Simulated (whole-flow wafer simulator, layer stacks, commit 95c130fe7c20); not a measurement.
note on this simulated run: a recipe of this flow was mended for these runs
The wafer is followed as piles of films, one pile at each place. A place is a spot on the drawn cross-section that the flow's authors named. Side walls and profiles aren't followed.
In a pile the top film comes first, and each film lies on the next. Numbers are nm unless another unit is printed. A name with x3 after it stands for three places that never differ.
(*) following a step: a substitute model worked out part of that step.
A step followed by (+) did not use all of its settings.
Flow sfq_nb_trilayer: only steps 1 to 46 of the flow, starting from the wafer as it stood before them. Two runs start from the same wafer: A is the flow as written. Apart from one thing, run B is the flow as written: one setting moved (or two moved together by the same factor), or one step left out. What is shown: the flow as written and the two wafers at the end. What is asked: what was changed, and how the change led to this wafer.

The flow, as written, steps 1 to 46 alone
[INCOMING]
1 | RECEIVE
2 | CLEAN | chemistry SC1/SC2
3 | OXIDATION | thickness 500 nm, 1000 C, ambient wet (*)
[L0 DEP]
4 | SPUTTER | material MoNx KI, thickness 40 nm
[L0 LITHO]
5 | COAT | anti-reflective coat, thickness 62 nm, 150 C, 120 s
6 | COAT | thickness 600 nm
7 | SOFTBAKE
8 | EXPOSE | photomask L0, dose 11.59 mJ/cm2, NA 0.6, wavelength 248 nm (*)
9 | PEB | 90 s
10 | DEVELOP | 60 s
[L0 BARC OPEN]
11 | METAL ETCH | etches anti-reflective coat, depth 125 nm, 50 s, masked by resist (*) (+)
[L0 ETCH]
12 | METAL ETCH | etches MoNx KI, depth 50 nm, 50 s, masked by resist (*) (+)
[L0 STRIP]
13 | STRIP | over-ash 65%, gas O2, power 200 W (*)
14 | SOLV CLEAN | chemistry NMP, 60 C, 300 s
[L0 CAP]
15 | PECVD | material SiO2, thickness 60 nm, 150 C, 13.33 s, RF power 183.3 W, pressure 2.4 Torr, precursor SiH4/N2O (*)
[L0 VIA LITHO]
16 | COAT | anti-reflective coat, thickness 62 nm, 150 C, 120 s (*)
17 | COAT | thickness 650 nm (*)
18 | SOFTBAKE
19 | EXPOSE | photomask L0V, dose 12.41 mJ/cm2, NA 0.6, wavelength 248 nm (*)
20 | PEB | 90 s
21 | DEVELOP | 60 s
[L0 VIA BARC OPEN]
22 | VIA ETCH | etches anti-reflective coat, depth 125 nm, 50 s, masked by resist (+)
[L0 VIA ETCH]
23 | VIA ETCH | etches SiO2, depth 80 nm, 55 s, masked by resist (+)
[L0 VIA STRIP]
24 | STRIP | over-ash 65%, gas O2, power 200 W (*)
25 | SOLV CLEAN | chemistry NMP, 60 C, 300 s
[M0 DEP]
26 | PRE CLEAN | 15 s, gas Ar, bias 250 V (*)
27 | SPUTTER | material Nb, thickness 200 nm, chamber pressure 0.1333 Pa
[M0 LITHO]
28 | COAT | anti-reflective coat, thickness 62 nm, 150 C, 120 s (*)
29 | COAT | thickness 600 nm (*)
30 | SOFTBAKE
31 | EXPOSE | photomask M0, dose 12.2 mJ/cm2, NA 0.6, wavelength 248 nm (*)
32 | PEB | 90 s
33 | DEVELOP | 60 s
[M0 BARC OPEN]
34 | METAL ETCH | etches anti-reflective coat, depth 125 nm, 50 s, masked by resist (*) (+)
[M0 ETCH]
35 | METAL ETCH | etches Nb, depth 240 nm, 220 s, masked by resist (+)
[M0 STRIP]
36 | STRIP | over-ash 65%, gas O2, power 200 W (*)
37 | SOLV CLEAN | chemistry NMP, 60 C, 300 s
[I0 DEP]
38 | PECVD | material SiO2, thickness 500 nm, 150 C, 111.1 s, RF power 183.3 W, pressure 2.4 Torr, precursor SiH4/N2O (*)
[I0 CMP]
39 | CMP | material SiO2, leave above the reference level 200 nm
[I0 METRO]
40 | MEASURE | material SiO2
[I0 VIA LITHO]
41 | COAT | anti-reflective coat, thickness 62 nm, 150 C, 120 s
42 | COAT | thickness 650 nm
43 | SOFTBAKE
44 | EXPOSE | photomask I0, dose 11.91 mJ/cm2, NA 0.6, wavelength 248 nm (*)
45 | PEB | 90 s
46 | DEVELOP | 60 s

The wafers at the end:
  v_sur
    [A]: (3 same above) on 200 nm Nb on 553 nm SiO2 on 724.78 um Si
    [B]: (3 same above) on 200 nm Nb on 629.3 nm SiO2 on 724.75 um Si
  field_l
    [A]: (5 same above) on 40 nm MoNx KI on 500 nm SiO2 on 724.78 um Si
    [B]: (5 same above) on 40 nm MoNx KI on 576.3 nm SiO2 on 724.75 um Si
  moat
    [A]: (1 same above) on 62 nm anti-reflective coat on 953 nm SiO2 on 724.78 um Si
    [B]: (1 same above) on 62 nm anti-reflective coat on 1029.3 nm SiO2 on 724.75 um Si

What caused this: step 3, OXIDATION: 1023 C was run, though the flow has 1000 C.

The path from the change to this, step by step:
  3 | OXIDATION | thickness 500 nm, 1000 C, ambient wet (*)
      field_l, v_sur, via_wl and 103 more: A SiO2 gains 500 (new film), chemical SiO2 loses 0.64 (all of it), Si loses 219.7 | B SiO2 gains 576.3 (new film), chemical SiO2 loses 0.64 (all of it), Si loses 253.3
